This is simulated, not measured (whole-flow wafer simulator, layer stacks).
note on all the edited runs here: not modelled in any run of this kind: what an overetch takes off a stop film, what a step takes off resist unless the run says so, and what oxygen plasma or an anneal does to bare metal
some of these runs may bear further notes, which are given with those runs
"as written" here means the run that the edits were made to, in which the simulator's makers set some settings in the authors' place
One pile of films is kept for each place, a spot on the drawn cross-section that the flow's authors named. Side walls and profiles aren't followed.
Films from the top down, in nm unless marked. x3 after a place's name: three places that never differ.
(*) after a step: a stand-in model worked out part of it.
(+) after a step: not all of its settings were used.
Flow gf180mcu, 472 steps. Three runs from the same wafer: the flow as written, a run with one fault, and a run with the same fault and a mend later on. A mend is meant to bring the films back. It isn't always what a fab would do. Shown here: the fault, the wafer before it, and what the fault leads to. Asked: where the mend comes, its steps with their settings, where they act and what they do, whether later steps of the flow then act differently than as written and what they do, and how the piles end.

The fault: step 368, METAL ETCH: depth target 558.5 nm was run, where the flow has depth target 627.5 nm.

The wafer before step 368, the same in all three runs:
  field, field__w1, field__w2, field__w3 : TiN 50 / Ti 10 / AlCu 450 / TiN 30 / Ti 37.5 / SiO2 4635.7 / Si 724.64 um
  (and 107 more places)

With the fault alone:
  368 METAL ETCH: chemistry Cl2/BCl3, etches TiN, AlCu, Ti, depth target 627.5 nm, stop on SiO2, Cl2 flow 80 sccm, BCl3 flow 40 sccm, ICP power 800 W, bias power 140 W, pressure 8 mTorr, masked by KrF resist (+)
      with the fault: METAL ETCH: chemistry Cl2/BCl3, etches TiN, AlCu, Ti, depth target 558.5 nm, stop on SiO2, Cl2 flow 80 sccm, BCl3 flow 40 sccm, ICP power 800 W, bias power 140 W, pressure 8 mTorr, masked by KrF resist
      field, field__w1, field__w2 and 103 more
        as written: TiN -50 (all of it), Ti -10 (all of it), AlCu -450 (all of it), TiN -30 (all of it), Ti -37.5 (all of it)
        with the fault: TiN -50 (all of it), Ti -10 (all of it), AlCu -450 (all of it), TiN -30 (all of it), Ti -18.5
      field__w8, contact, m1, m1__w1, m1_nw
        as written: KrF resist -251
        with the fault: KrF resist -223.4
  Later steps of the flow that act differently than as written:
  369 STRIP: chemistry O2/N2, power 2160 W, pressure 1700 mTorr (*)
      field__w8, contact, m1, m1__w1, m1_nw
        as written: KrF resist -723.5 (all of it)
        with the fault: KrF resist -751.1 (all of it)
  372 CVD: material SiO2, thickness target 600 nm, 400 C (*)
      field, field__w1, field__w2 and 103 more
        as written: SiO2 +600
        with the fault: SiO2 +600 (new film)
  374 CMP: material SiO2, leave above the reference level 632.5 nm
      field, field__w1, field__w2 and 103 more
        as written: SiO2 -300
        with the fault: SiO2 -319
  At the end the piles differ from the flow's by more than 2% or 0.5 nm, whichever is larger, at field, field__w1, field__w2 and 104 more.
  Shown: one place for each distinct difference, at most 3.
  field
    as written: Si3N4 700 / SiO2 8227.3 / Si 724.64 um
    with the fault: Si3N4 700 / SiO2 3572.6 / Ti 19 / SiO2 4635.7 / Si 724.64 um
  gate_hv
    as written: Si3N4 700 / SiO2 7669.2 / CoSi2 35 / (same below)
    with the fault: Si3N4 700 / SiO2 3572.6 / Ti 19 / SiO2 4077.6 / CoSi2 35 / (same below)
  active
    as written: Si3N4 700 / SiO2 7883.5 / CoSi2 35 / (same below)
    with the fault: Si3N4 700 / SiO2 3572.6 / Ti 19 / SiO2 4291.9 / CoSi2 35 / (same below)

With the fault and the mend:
  The mend comes after step 370.
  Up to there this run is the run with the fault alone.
  370a DEHYDRATE: 200 C, 60 s (the flow's step 361 once more)
      changes no film at any place that is followed
  370b HMDS: 120 C, 60 s (the flow's step 362 once more)
      changes no film at any place that is followed
  370c COAT: KrF resist, thickness 1000 nm (*) (the flow's step 363 once more)
      iso_ptap_pw, iso_ntap_nw, iso_nw_fld and 33 more
        KrF resist +1000 (new film)
      field__w2, field__w3, field__w7 and 14 more
        KrF resist +1003.6 (new film)
      ld_acc_p, ld_fp_p, ld_drift_p, ld_drn_p, ld_body_p_dnw, nw_enc_fld, nw_enc_fld__w1
        KrF resist +1003.2 (new film)
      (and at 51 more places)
  370d SOFTBAKE: KrF resist (the flow's step 364 once more)
      changes no film at any place that is followed
  370e EXPOSE: photomask Metal4 (the flow's step 365 once more)
      changes no film at any place that is followed
  370f PEB: KrF resist, 135 C, 90 s (the flow's step 366 once more)
      field__w1, field__w2, field__w3 and 55 more
        KrF resist -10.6
      iso_ptap_pw, iso_ntap_nw, iso_nw_fld and 33 more
        KrF resist -10.5
      gate_hv, sd_p, nw_enc_fld_lv__w3, polyc_n, polyc_n_rim
        KrF resist -10.7
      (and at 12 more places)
  370g DEVELOP: thickness 1000 nm, 60 s (the flow's step 367 once more)
      iso_ptap_pw, iso_ntap_nw, iso_nw_fld and 33 more
        KrF resist -989.5 (all of it)
      field__w2, field__w3, field__w7 and 16 more
        KrF resist -993 (all of it)
      field_sub, field_sub__w1, field_sub__w2, field_sub__w3, field_sub__w4, field_sub__w5, ld_sd_p
        KrF resist -992.5 (all of it)
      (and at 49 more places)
  370h METAL ETCH: chemistry Cl2/BCl3, etches TiN, AlCu, Ti, depth target 69 nm, stop on SiO2, Cl2 flow 80 sccm, BCl3 flow 40 sccm, ICP power 800 W, bias power 140 W, pressure 8 mTorr, masked by KrF resist (+) (the flow's step 368 once more, with other settings)
      field, field__w1, field__w2 and 103 more
        Ti -19 (all of it)
      field__w8, contact, m1, m1__w1, m1_nw
        KrF resist -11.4
  370i STRIP: chemistry O2/N2, power 2160 W, pressure 1700 mTorr (*) (the flow's step 369 once more)
      field__w8
        KrF resist -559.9 (all of it)
      contact
        KrF resist -557.8 (all of it)
      m1
        KrF resist -561.4 (all of it)
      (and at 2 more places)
  370j STRIP: chemistry post etch residue remover, 72.5 C, 1200 s (*) (the flow's step 370 once more)
      field__w8, contact, m1, m1__w1, m1_nw
        TiN -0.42
  No later step of the flow acts differently than as written, at any place that is followed, by more than 2% or 0.5 nm, whichever is larger.
  At the end the piles differ from the flow's only slightly at the places that both follow, by at most 2% or 0.5 nm, whichever is larger.
